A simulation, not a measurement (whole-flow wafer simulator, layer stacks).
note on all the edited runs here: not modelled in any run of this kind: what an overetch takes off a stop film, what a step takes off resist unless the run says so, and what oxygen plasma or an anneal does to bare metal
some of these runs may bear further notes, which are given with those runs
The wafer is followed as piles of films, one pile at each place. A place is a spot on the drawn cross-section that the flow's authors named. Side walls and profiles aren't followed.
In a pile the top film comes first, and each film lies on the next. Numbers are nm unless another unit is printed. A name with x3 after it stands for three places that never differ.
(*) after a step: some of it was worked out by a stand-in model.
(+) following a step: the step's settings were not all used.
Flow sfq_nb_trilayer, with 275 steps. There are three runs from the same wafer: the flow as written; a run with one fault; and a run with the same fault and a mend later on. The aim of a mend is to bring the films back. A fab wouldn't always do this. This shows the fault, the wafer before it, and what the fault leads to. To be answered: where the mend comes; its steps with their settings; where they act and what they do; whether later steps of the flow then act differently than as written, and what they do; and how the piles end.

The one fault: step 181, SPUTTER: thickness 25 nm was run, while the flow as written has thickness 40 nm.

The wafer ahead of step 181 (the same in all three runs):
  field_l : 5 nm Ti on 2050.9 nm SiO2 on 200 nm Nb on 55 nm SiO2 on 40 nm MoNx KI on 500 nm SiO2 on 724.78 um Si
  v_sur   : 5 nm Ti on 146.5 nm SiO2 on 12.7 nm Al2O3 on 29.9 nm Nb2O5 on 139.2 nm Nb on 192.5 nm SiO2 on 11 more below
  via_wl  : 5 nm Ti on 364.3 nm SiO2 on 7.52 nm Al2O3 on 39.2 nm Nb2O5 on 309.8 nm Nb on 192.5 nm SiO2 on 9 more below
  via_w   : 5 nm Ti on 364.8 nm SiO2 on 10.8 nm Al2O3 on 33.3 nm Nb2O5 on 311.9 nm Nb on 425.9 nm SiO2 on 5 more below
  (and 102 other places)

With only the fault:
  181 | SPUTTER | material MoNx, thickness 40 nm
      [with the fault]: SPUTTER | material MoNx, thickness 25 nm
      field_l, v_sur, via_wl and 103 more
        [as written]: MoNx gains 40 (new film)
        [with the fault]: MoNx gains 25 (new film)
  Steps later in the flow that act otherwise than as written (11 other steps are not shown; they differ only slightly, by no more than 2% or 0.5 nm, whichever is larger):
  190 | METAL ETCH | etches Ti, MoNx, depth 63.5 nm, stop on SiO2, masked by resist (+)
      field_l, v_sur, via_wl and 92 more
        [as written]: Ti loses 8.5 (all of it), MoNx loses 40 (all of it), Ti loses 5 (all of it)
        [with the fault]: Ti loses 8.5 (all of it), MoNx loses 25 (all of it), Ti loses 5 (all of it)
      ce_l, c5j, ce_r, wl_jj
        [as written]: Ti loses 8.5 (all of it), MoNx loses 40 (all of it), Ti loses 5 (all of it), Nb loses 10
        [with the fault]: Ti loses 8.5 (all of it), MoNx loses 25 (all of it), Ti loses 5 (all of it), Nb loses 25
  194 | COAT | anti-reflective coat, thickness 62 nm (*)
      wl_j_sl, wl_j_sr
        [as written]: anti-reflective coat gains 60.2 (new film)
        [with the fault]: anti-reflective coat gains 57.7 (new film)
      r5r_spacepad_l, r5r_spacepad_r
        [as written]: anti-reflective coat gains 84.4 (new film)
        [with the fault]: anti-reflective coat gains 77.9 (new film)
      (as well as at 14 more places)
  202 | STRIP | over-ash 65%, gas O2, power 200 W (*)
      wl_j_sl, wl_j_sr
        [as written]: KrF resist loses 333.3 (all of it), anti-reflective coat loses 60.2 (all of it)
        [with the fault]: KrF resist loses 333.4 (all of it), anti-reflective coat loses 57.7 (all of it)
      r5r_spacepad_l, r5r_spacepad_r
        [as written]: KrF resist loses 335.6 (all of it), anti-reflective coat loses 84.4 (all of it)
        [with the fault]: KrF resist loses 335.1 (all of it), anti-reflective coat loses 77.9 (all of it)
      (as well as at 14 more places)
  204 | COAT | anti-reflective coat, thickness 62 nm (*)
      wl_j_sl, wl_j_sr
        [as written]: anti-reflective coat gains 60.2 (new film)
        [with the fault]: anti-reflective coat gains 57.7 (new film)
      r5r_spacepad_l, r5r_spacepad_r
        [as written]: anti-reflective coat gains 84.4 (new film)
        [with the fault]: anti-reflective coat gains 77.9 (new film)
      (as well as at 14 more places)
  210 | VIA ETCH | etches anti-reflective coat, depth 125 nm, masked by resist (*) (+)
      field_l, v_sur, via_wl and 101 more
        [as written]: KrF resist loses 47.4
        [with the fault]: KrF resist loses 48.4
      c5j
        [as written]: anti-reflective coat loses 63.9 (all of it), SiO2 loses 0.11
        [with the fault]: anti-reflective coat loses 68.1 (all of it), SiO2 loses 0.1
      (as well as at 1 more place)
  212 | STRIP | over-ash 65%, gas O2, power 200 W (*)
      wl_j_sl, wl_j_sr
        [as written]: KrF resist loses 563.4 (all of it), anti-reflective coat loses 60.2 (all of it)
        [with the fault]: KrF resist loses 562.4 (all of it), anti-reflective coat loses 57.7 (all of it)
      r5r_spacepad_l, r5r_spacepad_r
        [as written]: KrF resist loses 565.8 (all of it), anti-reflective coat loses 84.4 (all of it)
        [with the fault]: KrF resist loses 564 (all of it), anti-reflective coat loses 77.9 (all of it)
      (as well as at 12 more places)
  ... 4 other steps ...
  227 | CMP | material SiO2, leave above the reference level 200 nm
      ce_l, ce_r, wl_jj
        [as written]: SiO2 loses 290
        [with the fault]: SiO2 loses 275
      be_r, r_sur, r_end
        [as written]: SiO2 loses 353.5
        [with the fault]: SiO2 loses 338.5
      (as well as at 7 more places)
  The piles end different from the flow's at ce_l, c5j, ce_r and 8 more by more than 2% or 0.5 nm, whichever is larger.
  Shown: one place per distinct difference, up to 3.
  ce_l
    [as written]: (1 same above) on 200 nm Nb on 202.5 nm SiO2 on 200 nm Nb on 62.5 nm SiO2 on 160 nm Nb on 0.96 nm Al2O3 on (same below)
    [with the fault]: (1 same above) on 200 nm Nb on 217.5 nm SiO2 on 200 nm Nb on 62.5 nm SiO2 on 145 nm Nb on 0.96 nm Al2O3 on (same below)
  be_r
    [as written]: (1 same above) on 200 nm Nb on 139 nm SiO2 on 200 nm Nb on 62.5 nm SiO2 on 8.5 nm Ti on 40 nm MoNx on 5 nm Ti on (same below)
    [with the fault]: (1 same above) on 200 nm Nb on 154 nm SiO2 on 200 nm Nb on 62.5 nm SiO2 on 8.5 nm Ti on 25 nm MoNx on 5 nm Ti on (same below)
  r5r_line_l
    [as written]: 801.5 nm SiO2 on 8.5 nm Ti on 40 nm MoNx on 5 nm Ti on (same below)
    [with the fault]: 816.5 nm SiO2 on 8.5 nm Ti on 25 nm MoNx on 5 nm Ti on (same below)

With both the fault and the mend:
  The mend follows step 181.
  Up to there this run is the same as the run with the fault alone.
  181a | SPUTTER | material MoNx, thickness 15 nm (a further turn of the flow's step 181, with different settings)
      field_l, v_sur, via_wl and 103 more
        MoNx gains 15
  Later steps of the flow that are run all act as written at every place that is followed.
  The piles end the same as the flow's at every place that both follow.
